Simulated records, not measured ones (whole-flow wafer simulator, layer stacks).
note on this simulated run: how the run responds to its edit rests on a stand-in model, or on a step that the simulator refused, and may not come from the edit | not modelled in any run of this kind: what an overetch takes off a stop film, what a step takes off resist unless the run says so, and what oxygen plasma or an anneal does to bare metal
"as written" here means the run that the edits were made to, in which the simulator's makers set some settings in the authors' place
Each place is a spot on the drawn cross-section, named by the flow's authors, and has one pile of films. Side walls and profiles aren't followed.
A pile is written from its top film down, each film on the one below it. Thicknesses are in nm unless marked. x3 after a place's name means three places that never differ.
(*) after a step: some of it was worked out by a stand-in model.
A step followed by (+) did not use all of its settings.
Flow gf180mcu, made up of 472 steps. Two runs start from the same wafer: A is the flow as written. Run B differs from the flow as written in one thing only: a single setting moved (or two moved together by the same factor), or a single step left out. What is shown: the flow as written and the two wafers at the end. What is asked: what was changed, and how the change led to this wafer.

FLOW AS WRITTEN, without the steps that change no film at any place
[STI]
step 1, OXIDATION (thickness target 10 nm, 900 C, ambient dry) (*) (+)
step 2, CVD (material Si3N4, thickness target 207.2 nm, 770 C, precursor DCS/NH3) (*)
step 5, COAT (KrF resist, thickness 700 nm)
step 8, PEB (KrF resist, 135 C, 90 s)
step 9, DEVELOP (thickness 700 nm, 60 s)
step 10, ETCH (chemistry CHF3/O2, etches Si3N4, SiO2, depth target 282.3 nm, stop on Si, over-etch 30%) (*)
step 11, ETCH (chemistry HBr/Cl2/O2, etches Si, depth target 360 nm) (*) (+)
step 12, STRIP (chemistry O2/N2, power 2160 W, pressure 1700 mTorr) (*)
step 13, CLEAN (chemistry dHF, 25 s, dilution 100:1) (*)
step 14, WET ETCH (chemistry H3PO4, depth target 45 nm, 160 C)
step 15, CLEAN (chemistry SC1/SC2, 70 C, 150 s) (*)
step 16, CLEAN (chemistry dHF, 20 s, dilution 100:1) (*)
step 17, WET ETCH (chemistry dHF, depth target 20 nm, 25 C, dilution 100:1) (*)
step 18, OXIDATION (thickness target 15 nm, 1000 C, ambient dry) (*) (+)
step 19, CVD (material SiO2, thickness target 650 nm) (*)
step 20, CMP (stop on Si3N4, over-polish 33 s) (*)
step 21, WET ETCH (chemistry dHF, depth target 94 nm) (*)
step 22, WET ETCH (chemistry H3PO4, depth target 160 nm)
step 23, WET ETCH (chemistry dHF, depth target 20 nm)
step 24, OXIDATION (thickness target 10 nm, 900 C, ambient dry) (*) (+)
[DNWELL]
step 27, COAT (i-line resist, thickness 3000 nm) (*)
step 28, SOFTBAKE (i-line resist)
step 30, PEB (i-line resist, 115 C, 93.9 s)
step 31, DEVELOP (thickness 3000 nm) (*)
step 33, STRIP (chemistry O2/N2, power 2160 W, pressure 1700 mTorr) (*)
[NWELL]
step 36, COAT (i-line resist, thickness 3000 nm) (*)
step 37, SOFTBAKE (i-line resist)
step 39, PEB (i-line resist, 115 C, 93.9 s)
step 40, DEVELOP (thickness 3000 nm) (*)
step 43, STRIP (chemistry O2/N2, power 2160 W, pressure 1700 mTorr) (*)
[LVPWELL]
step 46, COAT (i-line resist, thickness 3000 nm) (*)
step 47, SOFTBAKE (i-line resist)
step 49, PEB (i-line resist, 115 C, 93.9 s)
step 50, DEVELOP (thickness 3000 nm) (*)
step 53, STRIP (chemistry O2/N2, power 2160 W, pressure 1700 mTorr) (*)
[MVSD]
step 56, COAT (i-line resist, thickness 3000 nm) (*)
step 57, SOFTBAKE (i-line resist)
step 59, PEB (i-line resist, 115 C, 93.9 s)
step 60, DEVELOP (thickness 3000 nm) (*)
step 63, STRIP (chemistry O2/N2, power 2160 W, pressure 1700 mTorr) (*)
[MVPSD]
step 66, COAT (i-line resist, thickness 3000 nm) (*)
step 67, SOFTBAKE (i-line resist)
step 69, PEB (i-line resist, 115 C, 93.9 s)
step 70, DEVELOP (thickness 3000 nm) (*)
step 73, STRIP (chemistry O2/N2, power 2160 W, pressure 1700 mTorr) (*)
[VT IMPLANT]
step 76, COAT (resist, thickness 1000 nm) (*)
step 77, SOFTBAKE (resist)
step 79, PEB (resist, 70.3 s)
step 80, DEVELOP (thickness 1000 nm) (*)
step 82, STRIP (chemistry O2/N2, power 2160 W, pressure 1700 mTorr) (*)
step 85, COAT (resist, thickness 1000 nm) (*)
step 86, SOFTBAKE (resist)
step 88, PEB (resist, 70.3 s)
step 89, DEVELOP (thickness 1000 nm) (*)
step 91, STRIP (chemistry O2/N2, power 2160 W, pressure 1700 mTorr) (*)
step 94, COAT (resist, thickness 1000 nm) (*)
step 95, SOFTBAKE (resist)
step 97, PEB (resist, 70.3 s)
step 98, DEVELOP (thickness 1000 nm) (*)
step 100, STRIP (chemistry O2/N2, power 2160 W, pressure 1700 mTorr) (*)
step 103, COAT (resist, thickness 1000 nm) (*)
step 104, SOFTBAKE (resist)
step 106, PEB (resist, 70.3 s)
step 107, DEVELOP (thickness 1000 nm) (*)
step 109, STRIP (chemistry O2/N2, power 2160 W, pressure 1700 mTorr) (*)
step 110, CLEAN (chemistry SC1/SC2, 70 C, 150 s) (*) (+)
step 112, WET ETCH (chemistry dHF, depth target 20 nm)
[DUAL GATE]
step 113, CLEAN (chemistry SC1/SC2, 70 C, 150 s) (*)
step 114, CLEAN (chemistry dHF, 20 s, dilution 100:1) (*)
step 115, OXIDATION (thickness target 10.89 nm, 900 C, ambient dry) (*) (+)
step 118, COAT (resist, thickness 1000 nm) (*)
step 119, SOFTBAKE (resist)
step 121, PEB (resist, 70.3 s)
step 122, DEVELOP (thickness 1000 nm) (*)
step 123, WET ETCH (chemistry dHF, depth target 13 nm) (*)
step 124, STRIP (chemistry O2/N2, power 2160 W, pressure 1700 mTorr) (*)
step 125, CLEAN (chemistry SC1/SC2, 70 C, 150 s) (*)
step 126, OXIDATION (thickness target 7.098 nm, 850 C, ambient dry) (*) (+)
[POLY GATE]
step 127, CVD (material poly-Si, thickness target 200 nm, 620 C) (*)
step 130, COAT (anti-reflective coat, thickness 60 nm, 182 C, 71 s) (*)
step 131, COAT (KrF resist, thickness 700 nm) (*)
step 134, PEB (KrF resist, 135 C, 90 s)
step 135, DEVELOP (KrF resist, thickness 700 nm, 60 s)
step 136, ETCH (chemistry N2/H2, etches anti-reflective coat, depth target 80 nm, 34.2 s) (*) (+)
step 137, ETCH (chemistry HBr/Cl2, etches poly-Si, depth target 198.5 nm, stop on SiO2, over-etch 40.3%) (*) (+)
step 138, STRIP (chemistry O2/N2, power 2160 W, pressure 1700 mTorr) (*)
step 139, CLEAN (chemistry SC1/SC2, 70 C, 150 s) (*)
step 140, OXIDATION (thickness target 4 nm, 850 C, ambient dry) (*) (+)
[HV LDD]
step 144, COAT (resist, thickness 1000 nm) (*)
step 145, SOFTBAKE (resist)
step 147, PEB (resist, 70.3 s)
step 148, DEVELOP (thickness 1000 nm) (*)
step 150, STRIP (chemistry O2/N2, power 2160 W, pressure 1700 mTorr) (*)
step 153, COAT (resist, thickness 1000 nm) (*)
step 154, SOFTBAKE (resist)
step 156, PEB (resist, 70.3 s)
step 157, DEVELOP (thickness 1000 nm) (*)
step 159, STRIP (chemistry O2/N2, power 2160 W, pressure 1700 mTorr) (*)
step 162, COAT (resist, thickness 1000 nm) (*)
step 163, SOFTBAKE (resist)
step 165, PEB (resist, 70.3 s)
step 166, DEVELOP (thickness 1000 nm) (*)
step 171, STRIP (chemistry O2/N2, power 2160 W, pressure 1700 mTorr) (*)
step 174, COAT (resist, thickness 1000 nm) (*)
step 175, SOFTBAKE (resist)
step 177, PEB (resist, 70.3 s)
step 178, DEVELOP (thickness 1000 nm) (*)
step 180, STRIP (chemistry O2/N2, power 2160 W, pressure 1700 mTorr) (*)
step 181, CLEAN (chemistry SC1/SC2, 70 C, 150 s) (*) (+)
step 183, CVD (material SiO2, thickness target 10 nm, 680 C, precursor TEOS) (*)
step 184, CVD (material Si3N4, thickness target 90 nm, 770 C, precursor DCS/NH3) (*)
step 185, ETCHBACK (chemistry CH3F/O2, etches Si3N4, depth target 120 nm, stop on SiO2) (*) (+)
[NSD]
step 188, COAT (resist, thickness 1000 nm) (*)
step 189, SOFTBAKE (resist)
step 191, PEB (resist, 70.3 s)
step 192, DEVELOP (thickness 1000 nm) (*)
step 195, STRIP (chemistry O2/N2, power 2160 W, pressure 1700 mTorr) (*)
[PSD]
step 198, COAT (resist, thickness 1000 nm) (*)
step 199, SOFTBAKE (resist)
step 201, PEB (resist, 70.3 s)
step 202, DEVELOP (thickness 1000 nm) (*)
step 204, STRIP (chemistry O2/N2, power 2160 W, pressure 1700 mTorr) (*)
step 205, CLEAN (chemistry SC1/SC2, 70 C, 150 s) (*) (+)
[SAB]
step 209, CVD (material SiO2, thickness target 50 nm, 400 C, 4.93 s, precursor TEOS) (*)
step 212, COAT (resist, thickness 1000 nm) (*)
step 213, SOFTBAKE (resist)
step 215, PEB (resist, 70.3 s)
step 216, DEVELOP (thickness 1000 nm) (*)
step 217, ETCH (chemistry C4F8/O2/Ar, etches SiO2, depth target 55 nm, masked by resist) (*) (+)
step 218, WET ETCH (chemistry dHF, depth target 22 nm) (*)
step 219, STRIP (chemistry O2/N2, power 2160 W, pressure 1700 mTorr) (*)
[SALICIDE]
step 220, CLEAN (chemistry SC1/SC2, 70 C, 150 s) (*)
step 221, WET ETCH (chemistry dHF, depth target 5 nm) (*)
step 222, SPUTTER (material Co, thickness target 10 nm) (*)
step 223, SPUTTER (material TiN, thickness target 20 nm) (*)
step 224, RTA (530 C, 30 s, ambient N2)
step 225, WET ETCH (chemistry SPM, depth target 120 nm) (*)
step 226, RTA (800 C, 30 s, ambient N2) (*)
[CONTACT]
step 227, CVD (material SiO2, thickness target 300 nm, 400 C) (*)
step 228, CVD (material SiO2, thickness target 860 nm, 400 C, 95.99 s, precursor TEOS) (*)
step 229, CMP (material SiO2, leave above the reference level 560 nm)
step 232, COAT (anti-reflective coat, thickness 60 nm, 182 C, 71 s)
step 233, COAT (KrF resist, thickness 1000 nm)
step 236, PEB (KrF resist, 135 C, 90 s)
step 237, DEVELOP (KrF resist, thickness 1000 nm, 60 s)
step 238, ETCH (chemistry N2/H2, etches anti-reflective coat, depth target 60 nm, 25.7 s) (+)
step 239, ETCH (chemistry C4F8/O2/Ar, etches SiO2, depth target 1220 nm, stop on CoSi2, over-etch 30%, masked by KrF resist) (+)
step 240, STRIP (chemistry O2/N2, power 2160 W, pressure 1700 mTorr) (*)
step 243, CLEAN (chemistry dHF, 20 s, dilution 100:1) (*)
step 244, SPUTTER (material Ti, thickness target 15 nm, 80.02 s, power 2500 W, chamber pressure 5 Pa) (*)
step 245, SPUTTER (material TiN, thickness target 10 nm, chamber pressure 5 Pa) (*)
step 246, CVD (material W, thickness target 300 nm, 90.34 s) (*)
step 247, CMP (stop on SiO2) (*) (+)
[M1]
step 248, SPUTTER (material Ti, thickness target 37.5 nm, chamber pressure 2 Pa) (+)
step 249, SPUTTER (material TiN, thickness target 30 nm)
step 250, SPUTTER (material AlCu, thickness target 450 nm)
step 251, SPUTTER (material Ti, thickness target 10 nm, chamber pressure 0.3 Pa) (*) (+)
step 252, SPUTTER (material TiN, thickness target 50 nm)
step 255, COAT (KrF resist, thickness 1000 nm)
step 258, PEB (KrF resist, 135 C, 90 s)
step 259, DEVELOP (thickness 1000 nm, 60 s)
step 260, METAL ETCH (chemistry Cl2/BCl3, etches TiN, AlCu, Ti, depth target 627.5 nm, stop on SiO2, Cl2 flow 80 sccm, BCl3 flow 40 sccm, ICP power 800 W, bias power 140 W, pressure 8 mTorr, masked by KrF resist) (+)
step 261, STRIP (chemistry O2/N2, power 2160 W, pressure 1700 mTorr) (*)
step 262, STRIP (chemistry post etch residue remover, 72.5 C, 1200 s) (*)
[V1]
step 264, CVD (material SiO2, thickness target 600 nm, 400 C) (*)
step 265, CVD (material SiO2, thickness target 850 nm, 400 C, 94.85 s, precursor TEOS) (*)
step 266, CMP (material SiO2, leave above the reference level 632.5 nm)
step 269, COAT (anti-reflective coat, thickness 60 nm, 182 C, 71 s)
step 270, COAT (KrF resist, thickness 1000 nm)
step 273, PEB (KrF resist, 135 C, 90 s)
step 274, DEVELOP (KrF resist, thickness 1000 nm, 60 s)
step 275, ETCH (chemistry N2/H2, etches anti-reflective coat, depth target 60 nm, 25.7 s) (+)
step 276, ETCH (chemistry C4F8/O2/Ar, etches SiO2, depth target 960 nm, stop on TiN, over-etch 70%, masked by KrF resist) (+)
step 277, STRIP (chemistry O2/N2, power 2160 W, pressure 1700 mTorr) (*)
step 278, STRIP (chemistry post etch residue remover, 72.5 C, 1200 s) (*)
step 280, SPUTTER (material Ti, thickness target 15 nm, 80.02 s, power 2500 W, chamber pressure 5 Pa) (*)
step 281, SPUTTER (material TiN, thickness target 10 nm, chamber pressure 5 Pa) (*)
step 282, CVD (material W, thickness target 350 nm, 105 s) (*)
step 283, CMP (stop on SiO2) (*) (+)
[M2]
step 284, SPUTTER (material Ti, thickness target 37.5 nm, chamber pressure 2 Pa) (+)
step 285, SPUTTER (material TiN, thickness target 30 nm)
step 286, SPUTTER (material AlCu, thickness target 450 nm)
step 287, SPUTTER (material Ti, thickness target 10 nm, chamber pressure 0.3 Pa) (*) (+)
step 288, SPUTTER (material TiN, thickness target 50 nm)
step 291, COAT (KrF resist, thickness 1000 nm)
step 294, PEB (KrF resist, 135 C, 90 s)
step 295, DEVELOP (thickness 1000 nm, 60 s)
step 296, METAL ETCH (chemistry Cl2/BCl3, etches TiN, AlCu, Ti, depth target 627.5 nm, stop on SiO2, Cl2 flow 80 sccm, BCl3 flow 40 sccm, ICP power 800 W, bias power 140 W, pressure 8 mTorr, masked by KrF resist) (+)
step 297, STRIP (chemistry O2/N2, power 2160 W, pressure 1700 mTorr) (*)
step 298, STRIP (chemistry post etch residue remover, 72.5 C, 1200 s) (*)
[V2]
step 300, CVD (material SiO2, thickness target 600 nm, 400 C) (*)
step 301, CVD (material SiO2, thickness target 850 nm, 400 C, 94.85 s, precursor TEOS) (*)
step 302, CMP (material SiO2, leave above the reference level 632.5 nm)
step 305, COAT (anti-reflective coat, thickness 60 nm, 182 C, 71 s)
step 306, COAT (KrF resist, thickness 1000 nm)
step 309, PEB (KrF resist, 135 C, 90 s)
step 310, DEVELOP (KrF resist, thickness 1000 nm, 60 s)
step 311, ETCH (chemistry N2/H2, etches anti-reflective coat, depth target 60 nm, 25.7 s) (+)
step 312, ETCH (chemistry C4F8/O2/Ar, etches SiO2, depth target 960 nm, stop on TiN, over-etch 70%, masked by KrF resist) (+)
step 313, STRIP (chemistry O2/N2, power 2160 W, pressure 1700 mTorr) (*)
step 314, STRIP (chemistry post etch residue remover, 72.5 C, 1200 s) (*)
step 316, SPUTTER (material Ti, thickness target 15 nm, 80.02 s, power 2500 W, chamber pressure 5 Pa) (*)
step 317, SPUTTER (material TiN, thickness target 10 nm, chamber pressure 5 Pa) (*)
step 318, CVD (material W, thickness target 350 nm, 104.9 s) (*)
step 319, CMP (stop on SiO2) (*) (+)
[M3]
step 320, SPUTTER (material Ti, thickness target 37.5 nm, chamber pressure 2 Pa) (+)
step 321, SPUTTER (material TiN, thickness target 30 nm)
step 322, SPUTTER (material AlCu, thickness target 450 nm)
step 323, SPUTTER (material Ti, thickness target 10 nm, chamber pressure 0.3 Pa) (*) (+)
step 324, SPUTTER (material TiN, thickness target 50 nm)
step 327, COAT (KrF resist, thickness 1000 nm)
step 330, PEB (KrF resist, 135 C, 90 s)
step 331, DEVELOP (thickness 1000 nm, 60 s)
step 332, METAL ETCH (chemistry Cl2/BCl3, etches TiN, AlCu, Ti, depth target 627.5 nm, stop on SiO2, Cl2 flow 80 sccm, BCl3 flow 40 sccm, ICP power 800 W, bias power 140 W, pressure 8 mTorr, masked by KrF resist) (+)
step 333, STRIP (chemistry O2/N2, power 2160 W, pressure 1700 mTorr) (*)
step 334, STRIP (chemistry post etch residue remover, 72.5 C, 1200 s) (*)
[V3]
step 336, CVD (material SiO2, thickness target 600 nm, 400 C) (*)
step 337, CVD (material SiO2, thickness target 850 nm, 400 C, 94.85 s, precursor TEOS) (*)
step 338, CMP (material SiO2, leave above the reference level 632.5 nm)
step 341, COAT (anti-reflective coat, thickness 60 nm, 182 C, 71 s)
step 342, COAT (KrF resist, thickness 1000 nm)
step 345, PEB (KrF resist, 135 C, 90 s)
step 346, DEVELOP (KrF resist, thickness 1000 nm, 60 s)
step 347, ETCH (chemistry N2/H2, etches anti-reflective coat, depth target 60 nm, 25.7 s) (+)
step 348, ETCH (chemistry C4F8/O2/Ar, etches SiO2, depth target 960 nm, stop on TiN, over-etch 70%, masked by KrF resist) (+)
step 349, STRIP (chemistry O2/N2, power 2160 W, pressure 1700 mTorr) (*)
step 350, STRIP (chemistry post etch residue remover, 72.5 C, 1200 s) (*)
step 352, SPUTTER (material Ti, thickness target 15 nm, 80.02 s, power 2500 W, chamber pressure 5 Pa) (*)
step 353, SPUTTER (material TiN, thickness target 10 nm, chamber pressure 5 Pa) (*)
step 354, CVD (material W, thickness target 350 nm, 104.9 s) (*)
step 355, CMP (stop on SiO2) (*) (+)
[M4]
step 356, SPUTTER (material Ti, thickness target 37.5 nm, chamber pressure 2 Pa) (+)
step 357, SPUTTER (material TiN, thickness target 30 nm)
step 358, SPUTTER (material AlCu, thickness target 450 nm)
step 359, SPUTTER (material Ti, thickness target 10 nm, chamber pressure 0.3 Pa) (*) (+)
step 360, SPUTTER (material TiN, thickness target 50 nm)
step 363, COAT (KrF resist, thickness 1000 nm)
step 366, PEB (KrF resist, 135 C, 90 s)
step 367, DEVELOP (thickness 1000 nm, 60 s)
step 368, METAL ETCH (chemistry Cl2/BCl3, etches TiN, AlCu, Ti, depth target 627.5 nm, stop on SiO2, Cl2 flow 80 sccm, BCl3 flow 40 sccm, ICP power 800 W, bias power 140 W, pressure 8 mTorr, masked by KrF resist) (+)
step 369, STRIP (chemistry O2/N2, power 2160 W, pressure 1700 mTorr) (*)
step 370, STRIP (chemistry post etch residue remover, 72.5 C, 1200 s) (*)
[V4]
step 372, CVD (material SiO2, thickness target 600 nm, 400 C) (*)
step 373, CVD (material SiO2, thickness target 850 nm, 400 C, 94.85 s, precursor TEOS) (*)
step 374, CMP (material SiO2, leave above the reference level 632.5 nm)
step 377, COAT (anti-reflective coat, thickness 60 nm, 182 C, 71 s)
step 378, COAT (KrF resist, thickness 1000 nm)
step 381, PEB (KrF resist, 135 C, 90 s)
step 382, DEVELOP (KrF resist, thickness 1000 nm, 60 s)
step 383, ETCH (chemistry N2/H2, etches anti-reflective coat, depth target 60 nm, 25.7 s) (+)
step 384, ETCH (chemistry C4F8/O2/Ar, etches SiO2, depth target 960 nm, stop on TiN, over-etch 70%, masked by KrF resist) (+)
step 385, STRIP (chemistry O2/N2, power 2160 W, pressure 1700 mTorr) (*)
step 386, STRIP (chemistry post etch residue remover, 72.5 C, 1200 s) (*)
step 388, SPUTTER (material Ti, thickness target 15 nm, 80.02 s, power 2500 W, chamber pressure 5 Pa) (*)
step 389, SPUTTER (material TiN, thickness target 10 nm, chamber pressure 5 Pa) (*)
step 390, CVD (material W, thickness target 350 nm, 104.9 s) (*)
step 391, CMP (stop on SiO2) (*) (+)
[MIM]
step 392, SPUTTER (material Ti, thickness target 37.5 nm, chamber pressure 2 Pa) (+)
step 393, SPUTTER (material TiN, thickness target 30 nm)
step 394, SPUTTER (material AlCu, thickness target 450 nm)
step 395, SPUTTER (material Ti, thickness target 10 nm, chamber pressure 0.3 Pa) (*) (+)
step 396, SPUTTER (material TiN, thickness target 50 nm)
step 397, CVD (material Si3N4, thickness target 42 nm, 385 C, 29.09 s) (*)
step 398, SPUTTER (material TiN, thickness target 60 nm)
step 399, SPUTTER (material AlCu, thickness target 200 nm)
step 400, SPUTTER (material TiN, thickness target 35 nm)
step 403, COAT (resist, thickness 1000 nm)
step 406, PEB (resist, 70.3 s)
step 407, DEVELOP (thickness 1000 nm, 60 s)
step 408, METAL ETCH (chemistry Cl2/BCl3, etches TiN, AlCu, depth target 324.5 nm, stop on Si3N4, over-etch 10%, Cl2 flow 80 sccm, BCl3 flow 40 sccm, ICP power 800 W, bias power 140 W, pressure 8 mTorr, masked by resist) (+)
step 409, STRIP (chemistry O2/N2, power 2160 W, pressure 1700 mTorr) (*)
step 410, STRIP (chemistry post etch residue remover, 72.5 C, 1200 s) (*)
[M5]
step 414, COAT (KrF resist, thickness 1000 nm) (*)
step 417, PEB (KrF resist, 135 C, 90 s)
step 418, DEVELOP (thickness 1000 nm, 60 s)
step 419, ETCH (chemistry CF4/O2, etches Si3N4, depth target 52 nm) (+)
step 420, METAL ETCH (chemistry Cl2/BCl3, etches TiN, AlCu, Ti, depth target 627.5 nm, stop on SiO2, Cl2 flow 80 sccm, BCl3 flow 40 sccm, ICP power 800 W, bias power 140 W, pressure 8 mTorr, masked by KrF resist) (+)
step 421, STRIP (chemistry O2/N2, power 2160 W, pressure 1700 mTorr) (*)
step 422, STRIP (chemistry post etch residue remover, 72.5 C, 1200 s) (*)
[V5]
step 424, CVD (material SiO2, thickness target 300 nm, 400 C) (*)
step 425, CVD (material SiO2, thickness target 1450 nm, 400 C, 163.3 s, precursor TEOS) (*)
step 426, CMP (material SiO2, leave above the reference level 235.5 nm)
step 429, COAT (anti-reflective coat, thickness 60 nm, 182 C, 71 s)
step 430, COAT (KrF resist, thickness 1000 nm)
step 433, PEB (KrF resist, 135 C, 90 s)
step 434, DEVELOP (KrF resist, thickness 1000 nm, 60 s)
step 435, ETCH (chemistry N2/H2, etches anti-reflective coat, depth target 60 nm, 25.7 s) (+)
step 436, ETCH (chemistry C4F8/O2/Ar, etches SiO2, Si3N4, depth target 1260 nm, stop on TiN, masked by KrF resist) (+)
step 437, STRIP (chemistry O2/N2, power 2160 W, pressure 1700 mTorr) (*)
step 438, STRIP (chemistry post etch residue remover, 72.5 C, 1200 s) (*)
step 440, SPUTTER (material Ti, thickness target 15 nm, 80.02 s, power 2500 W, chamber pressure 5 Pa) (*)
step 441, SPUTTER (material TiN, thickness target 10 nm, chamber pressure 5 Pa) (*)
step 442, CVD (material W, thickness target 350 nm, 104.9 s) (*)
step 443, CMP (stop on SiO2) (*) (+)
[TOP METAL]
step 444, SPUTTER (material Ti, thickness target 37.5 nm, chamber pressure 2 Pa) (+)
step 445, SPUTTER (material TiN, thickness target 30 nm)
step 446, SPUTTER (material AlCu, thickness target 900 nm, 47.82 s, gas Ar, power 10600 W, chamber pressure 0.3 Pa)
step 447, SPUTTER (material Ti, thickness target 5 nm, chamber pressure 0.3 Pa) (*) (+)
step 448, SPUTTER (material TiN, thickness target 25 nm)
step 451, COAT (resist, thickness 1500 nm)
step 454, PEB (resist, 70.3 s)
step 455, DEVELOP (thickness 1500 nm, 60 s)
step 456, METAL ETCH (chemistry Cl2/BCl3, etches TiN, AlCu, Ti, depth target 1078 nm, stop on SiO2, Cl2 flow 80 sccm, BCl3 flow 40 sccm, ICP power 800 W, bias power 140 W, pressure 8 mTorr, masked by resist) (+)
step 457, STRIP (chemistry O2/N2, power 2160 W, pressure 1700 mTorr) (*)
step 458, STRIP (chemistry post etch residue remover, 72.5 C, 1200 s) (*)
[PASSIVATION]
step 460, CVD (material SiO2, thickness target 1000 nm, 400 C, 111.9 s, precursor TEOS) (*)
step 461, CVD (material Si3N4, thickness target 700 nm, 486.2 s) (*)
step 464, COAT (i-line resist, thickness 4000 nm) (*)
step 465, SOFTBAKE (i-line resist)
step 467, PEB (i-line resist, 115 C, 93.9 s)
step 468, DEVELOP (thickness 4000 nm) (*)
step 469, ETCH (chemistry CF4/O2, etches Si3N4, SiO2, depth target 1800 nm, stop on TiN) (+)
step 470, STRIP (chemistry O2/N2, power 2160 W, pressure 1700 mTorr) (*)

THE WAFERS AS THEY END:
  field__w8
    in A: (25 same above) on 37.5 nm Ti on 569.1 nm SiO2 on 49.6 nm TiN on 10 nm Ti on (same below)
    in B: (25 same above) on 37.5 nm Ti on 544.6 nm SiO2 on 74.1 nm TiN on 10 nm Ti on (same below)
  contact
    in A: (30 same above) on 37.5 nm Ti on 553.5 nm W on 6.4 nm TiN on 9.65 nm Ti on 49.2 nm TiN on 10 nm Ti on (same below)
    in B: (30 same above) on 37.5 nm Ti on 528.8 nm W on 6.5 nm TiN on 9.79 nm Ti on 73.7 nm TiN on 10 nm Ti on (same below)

What caused this: step 288, SPUTTER: thickness target 74.5 nm was run, though the flow has thickness target 50 nm.

Step by step, how the change led to this:
  step 288, SPUTTER (material TiN, thickness target 50 nm)
      field, field__w1, field__w2 and 108 more: A +50 TiN (new film) | B +74.5 TiN (new film)
  step 296, METAL ETCH (chemistry Cl2/BCl3, etches TiN, AlCu, Ti, depth target 627.5 nm, stop on SiO2, Cl2 flow 80 sccm, BCl3 flow 40 sccm, ICP power 800 W, bias power 140 W, pressure 8 mTorr, masked by KrF resist) (+)
      field, field__w1, field__w2 and 103 more: A -50 TiN (all of it), -10 Ti (all of it), -450 AlCu (all of it), -30 TiN (all of it), -37.5 Ti (all of it) | B -74.5 TiN (all of it), -10 Ti (all of it), -450 AlCu (all of it), -30 TiN (all of it), -37.5 Ti (all of it)
  step 302, CMP (material SiO2, leave above the reference level 632.5 nm)
      field__w8, contact, m1, m1__w1, m1_nw: A -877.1 SiO2 | B -901.6 SiO2
  step 312, ETCH (chemistry C4F8/O2/Ar, etches SiO2, depth target 960 nm, stop on TiN, over-etch 70%, masked by KrF resist) (+)
      field, field__w1, field__w2 and 107 more: A -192 KrF resist | B -186.3 KrF resist
      contact: A -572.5 SiO2 (all of it) | B -548 SiO2 (all of it)
  step 318, CVD (material W, thickness target 350 nm, 104.9 s) (*)
      contact: A +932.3 W (new film) | B +907.6 W (new film)
